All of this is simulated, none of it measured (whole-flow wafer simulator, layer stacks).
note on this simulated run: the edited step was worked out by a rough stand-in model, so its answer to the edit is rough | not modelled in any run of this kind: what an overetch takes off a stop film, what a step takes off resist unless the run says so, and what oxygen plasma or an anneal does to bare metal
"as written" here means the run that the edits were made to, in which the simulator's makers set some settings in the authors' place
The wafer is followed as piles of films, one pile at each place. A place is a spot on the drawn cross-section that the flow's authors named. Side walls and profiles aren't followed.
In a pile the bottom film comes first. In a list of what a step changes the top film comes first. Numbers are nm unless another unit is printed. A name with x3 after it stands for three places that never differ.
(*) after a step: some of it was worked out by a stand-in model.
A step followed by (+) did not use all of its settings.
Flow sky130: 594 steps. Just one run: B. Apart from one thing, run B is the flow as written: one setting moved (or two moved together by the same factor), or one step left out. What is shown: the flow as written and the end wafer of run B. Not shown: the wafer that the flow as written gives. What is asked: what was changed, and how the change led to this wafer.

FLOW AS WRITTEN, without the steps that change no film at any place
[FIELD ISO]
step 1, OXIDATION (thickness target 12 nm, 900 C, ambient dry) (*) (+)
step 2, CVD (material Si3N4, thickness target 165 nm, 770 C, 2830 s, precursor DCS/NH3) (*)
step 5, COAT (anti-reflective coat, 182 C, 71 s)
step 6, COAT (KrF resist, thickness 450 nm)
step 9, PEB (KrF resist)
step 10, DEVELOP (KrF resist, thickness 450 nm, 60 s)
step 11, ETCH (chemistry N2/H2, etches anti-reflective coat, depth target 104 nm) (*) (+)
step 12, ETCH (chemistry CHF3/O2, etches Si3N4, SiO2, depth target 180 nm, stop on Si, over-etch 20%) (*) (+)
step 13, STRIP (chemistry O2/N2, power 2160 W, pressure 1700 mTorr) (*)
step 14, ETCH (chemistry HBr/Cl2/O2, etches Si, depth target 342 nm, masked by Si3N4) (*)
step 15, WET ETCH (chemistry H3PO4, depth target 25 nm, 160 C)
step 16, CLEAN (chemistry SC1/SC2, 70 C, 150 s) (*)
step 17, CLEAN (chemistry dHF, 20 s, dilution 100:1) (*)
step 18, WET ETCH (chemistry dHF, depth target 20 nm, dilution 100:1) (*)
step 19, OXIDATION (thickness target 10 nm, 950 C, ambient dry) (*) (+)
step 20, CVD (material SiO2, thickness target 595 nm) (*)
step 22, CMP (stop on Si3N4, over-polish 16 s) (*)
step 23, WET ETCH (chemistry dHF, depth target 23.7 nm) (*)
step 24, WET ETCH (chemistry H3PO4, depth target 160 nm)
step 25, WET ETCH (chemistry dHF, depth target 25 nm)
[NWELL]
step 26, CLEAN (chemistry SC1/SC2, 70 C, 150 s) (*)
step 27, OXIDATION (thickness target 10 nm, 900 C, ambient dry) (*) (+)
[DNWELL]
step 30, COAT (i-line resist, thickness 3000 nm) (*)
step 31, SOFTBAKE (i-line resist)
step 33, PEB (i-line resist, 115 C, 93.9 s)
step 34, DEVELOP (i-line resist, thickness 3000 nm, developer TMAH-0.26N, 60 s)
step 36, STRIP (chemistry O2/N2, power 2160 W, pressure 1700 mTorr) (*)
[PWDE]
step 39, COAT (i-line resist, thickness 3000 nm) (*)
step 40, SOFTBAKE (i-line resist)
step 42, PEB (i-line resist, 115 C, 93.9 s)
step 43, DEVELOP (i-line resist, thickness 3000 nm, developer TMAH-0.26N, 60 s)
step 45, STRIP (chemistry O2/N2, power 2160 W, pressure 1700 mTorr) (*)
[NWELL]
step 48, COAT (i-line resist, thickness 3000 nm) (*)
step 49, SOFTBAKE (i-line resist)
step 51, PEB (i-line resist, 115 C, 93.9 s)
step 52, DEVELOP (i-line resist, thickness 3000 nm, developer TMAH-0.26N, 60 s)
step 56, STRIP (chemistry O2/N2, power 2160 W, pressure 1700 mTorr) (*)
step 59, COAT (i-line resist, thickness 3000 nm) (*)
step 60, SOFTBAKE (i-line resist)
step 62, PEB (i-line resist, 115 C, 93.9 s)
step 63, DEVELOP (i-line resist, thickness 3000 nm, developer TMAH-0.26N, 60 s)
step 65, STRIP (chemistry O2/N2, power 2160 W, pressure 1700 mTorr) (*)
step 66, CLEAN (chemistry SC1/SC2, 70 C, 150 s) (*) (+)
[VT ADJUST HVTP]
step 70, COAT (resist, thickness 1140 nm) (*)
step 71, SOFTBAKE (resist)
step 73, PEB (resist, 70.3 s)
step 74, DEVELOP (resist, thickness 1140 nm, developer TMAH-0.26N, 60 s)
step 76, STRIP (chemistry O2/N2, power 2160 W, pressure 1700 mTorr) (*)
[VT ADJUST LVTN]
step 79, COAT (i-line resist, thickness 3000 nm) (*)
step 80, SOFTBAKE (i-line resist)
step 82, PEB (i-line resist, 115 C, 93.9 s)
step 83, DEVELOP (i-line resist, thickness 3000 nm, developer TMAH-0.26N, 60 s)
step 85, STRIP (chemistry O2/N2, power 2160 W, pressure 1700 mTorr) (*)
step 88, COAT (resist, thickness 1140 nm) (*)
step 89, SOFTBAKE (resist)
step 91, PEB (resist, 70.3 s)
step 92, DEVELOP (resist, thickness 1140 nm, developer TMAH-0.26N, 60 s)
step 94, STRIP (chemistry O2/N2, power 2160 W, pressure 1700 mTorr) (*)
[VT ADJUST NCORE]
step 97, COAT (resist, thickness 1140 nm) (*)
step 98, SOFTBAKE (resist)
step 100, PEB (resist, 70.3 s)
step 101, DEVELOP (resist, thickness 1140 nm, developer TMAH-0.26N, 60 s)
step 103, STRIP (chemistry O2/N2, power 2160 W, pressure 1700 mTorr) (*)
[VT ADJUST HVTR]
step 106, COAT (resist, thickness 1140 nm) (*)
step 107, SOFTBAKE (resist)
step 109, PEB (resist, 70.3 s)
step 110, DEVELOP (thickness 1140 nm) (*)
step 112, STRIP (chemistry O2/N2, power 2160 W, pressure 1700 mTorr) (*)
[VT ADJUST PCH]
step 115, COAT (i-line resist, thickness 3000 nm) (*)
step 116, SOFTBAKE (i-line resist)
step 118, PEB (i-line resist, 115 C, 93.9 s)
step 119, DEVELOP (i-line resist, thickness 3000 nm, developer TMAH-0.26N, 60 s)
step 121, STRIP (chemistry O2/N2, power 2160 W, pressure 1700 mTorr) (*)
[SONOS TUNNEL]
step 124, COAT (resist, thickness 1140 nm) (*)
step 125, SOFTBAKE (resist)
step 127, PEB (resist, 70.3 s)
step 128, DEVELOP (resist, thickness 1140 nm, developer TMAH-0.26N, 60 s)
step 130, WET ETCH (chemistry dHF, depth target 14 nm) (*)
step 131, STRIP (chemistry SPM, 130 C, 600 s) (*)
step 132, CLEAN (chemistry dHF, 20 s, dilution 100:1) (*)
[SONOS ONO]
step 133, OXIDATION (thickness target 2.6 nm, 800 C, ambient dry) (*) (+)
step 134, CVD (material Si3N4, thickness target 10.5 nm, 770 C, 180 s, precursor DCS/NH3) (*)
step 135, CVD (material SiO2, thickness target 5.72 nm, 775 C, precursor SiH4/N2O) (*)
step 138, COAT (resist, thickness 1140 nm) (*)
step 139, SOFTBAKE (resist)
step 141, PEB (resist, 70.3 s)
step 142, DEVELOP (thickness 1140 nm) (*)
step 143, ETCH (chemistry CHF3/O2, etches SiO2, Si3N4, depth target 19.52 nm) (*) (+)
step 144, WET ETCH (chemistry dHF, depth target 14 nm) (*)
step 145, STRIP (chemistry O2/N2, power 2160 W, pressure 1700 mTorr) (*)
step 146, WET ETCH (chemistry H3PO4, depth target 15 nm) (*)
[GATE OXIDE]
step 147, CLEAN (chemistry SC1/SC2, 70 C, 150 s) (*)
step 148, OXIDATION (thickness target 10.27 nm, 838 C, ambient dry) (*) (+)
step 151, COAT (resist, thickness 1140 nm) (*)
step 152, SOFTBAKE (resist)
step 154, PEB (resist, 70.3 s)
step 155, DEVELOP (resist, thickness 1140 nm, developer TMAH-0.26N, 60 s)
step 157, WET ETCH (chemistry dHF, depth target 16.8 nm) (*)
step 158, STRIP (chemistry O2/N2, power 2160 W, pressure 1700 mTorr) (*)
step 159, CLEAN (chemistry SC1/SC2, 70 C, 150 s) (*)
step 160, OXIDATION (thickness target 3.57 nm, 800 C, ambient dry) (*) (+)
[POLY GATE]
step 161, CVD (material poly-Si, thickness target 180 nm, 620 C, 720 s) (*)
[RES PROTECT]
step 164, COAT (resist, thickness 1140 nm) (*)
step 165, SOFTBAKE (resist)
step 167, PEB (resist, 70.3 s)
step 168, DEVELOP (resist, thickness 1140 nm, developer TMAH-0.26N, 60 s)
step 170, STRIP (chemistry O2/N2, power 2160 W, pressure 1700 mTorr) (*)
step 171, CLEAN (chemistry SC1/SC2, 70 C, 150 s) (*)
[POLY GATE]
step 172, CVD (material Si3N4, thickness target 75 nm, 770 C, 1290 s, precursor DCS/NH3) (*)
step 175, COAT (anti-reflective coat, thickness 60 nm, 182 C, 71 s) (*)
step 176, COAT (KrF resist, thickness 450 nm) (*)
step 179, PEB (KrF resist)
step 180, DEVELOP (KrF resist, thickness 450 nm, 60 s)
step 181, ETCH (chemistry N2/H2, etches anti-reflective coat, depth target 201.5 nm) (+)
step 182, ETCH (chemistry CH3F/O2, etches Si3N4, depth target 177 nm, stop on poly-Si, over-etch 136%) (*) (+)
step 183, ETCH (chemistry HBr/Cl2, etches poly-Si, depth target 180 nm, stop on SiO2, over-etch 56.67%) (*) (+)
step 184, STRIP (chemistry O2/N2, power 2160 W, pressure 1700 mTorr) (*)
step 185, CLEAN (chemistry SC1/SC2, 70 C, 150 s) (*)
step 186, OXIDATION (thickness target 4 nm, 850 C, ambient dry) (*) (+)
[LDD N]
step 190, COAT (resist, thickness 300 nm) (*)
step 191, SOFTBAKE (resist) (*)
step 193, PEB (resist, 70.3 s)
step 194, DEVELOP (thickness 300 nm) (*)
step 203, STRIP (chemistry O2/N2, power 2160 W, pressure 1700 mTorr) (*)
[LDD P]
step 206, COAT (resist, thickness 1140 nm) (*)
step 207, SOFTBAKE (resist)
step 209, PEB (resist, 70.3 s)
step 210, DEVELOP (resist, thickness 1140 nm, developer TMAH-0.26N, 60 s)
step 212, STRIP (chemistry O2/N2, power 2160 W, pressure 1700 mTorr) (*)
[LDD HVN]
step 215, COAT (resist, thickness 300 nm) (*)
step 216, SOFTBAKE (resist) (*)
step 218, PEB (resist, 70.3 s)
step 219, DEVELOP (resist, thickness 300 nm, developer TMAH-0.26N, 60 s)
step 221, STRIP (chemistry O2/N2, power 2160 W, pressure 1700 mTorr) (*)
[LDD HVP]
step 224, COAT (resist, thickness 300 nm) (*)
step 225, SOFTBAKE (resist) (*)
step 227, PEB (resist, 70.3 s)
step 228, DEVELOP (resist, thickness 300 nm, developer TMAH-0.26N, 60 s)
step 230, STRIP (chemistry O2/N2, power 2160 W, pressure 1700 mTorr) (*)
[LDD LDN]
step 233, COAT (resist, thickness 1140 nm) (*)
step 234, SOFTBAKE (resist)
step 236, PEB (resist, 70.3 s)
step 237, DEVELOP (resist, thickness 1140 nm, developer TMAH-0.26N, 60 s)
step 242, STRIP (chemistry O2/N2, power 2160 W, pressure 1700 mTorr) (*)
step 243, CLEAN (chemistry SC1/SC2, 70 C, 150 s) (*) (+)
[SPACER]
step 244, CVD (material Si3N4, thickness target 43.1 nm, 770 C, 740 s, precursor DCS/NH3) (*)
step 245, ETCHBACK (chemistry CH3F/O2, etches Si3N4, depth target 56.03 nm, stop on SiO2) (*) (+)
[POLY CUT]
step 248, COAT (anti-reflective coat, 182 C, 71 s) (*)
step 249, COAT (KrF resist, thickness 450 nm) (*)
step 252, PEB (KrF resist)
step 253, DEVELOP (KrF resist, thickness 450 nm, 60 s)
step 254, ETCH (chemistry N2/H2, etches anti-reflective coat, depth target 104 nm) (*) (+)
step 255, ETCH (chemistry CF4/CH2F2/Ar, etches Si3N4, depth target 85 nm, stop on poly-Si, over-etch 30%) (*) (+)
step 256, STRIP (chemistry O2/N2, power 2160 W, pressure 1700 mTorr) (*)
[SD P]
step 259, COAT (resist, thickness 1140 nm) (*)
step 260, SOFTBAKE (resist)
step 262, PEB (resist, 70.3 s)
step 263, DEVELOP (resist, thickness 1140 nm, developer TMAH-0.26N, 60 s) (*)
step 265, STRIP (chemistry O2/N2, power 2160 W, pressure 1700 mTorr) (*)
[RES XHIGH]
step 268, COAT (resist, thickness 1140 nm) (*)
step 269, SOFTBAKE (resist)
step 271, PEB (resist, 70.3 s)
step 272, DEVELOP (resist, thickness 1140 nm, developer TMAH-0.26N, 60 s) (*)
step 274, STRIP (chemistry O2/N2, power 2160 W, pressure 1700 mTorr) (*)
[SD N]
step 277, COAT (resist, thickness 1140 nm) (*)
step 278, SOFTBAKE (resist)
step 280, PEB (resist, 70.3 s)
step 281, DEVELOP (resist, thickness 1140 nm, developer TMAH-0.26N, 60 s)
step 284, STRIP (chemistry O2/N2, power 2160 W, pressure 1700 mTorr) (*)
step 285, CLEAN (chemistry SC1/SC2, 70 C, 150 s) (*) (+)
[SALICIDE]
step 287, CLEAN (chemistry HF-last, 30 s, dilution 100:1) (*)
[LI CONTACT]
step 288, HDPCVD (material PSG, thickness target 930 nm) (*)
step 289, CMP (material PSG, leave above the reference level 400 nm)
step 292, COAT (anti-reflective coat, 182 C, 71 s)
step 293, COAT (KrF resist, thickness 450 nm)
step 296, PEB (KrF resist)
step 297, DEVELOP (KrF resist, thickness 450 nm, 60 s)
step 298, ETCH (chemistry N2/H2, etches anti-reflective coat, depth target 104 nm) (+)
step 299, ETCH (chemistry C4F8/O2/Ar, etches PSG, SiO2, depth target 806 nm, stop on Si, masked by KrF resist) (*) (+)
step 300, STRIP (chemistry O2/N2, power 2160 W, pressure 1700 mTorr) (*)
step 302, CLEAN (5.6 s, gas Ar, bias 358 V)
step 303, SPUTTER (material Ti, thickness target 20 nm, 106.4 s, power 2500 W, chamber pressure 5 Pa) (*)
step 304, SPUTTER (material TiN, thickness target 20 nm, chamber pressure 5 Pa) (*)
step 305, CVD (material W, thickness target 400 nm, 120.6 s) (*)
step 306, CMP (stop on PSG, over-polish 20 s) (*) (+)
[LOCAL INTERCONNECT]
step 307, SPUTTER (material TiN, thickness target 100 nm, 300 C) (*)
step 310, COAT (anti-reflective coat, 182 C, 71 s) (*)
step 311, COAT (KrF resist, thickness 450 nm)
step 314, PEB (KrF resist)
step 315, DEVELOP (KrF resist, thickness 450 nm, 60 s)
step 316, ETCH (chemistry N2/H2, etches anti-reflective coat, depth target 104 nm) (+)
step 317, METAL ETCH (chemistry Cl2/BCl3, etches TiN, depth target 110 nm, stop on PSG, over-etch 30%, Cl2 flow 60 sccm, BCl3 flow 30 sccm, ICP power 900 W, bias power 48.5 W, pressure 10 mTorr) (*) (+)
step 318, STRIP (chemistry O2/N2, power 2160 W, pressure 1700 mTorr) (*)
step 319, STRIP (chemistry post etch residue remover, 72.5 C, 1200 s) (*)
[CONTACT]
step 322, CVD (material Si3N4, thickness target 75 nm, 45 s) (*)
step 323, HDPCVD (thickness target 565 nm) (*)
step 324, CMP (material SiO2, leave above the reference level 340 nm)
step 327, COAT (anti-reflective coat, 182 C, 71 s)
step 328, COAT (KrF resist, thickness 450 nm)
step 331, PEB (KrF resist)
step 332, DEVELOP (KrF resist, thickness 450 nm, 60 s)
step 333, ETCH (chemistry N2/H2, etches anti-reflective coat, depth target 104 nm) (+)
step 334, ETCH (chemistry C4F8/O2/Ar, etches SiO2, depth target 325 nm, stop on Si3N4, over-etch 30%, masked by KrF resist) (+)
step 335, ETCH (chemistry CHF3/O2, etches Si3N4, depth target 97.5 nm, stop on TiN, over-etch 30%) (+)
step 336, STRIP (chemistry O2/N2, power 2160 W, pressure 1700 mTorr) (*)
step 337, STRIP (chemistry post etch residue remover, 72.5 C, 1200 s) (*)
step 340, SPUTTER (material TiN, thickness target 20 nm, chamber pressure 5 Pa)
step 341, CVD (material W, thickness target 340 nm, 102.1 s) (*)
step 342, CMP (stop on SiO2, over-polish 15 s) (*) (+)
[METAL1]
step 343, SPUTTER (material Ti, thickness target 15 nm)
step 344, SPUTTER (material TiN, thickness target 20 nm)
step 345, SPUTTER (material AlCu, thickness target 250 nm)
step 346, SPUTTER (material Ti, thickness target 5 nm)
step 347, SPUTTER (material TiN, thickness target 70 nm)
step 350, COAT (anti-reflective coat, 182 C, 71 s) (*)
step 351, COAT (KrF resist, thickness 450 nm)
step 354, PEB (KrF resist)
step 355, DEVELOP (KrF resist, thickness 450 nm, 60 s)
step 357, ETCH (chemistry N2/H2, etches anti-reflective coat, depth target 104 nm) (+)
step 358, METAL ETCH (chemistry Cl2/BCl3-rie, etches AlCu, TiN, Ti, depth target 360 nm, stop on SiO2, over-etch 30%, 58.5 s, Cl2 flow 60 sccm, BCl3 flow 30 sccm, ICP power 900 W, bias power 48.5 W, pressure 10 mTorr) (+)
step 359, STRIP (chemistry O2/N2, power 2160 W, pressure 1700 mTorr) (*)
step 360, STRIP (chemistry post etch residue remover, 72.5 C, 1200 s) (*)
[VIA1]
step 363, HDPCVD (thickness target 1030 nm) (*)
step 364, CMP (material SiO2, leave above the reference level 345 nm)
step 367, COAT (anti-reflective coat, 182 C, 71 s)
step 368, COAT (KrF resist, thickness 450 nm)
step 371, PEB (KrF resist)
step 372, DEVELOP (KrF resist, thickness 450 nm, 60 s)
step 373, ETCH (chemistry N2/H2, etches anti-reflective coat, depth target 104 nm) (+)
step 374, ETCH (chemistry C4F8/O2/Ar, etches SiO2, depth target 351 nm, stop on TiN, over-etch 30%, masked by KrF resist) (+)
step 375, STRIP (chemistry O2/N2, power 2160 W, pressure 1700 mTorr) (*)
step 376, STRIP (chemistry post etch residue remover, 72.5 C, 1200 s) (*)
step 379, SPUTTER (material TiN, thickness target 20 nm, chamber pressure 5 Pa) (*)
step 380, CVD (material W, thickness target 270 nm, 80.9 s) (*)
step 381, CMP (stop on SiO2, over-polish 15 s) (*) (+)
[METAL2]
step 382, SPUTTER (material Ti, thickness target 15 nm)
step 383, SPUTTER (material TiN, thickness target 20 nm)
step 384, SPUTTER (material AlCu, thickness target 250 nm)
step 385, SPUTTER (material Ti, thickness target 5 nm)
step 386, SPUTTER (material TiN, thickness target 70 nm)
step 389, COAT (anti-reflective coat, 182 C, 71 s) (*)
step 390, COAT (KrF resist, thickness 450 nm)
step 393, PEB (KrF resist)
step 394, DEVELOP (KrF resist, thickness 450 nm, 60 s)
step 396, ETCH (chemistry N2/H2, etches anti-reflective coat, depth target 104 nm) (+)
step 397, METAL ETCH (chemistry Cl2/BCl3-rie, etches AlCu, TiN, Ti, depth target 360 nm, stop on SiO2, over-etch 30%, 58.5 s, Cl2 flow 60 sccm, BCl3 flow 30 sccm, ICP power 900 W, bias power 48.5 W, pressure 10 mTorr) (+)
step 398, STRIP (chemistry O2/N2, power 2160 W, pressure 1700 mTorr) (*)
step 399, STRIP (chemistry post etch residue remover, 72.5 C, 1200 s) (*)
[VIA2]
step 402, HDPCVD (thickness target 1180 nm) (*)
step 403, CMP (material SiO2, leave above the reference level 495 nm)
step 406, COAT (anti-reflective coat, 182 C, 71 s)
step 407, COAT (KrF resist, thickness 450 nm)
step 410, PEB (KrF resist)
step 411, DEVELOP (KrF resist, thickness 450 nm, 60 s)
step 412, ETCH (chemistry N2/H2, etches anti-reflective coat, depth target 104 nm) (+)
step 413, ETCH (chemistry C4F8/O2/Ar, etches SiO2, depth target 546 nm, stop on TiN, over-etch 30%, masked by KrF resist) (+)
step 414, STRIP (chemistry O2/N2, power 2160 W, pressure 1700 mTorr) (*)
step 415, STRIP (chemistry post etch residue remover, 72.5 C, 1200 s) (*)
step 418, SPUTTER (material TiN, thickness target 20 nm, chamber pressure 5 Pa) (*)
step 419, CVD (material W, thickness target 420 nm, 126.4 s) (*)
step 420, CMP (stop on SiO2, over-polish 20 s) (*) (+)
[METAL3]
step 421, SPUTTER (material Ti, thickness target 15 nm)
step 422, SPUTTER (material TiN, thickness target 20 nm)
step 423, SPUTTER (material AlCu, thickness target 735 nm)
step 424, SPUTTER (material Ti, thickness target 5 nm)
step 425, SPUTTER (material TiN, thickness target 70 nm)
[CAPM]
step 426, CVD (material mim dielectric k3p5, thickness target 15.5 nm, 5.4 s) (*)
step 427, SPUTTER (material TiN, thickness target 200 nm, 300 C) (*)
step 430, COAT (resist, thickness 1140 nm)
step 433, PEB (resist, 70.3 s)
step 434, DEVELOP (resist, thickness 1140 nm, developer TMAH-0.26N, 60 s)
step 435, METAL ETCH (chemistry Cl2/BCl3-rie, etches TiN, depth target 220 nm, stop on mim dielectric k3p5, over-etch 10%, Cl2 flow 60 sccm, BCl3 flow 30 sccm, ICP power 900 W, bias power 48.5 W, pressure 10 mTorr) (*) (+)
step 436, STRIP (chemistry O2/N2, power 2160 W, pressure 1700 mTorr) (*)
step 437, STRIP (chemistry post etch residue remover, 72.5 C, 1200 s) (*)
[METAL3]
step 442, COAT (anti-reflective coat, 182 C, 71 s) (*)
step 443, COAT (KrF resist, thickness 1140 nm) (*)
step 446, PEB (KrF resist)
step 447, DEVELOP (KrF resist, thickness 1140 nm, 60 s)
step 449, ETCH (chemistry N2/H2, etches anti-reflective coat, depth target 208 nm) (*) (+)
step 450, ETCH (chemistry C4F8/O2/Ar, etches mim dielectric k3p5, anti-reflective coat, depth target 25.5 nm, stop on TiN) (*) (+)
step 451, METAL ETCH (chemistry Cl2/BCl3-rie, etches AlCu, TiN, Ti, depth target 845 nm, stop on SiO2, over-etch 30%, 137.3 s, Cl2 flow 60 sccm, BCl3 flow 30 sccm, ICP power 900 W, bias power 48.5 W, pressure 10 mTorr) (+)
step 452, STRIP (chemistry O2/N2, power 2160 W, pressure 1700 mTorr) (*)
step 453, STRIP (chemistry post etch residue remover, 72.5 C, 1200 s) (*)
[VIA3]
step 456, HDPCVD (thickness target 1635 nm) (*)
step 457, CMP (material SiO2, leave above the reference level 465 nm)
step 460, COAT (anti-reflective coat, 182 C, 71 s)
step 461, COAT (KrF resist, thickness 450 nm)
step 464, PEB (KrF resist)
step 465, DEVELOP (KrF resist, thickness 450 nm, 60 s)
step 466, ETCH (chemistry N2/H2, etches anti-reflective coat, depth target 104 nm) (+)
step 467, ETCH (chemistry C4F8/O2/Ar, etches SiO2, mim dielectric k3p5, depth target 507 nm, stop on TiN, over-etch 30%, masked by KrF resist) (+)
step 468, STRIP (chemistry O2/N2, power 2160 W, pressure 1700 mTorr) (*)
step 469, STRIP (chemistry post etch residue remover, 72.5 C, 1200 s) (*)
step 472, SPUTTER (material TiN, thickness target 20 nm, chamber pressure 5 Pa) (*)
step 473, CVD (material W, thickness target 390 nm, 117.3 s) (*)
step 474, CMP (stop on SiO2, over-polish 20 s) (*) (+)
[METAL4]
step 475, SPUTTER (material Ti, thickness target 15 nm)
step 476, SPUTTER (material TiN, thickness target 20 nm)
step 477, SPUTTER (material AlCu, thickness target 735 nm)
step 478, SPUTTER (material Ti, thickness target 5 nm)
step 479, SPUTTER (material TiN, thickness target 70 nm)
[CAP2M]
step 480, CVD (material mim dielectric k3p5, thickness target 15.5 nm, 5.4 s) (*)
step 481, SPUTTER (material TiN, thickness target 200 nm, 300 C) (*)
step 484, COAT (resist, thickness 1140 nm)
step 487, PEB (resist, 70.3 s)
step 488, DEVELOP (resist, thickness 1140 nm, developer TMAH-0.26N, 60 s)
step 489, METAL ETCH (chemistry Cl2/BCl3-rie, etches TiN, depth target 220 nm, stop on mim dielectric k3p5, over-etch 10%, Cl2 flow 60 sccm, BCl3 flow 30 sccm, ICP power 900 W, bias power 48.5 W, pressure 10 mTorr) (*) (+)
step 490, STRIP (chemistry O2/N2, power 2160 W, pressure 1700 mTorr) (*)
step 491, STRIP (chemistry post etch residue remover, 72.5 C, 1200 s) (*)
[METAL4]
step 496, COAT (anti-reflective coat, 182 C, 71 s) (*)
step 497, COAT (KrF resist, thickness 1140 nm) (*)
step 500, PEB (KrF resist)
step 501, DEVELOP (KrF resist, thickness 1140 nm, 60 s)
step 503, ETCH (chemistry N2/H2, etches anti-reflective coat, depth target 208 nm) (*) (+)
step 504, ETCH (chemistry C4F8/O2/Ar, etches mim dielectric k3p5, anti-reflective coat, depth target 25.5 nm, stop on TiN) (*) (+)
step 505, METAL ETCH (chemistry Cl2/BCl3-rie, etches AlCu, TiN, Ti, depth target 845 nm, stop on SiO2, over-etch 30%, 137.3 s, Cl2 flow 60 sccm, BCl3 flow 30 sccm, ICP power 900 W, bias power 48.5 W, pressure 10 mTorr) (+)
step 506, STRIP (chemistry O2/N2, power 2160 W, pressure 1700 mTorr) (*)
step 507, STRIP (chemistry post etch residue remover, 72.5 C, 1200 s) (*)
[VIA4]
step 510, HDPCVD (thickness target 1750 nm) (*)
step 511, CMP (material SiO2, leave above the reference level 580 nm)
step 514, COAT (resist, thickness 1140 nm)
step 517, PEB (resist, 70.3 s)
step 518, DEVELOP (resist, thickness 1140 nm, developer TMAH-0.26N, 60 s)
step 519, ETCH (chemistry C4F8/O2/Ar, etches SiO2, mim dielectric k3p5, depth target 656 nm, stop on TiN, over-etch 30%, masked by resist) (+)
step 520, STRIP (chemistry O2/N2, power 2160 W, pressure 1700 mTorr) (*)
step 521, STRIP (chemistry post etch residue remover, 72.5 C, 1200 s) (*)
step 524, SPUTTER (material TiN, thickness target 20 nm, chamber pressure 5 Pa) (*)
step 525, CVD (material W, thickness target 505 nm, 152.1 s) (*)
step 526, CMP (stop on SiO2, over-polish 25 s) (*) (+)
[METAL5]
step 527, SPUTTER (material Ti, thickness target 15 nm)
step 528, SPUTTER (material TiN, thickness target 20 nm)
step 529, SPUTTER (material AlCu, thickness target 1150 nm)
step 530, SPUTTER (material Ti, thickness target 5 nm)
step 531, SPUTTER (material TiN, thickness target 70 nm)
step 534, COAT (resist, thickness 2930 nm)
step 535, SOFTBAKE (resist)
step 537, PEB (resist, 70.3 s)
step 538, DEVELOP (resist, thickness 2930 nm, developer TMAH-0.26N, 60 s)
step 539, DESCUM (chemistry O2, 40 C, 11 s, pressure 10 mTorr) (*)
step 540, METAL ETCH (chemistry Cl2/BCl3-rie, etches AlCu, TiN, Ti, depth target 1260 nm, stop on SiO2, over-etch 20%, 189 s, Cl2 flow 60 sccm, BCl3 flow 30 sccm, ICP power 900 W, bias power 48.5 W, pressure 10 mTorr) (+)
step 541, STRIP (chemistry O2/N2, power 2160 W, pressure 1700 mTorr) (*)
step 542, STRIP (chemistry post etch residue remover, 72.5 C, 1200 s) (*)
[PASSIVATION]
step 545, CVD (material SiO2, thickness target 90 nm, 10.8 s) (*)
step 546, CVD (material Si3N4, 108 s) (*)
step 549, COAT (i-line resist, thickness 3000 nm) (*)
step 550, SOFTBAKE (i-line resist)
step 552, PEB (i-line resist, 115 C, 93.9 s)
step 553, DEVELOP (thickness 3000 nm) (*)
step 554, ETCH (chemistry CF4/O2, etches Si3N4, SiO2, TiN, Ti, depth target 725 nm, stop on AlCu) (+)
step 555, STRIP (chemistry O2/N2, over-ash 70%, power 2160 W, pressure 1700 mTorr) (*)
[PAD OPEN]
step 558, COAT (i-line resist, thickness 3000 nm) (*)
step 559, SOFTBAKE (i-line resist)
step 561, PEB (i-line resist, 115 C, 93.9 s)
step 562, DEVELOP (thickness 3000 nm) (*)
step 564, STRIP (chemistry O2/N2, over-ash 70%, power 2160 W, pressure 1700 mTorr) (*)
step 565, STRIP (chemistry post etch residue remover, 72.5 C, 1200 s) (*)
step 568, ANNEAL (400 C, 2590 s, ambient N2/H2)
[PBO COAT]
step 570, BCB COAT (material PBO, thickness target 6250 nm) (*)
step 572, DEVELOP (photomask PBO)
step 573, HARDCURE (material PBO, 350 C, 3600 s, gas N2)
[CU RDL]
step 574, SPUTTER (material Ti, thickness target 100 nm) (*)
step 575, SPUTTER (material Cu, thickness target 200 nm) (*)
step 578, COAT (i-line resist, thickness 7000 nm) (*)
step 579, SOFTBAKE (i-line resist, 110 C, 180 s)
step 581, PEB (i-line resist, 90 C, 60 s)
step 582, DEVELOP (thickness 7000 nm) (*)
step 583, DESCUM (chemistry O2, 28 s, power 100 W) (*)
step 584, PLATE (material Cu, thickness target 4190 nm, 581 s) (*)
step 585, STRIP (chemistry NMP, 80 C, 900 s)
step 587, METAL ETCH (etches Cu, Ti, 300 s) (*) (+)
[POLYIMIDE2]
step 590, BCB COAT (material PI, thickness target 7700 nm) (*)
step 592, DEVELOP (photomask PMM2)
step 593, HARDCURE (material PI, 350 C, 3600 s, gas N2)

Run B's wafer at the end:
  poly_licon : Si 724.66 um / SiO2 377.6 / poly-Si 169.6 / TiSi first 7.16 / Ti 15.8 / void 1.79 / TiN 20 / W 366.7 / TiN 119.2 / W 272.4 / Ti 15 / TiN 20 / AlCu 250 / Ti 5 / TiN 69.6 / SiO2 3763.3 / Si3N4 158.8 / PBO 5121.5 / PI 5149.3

What caused this: step 341, CVD: thickness target 272 nm was run, while the flow as written has thickness target 340 nm; step 341, CVD: 81.69 s was run, where the flow has 102.1 s.

Step by step, how the change led to this:
  step 341, CVD (material W, thickness target 340 nm, 102.1 s) (*)
      field, active, n_well and 185 more: +272.4 W (new film) (in the flow as written it would be: +340 W (new film))
      ndiff_licon, ndiff_licon_cpp, rpo_hd_licon: +623 W (new film) (in the flow as written it would be: +690.5 W (new film))
  step 342, CMP (stop on SiO2, over-polish 15 s) (*) (+)
      poly_licon: nothing (in the flow as written it would be: -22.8 W)
      field, active, n_well and 184 more: -272.4 W (all of it), -20 TiN (all of it), -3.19 SiO2 (in the flow as written it would be: -340 W (all of it), -20 TiN (all of it), -3.19 SiO2)
      (also at 3 further places)
  step 350, COAT (anti-reflective coat, 182 C, 71 s) (*)
      poly_licon: +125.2 anti-reflective coat (new film) (in the flow as written it would be: +80.5 anti-reflective coat (new film))
  step 359, STRIP (chemistry O2/N2, power 2160 W, pressure 1700 mTorr) (*)
      poly_licon: -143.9 KrF resist (all of it), -125.2 anti-reflective coat (all of it) (in the flow as written it would be: -143.9 KrF resist (all of it), -80.5 anti-reflective coat (all of it))
  step 364, CMP (material SiO2, leave above the reference level 345 nm)
      poly_licon: -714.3 SiO2 (in the flow as written it would be: -759 SiO2)
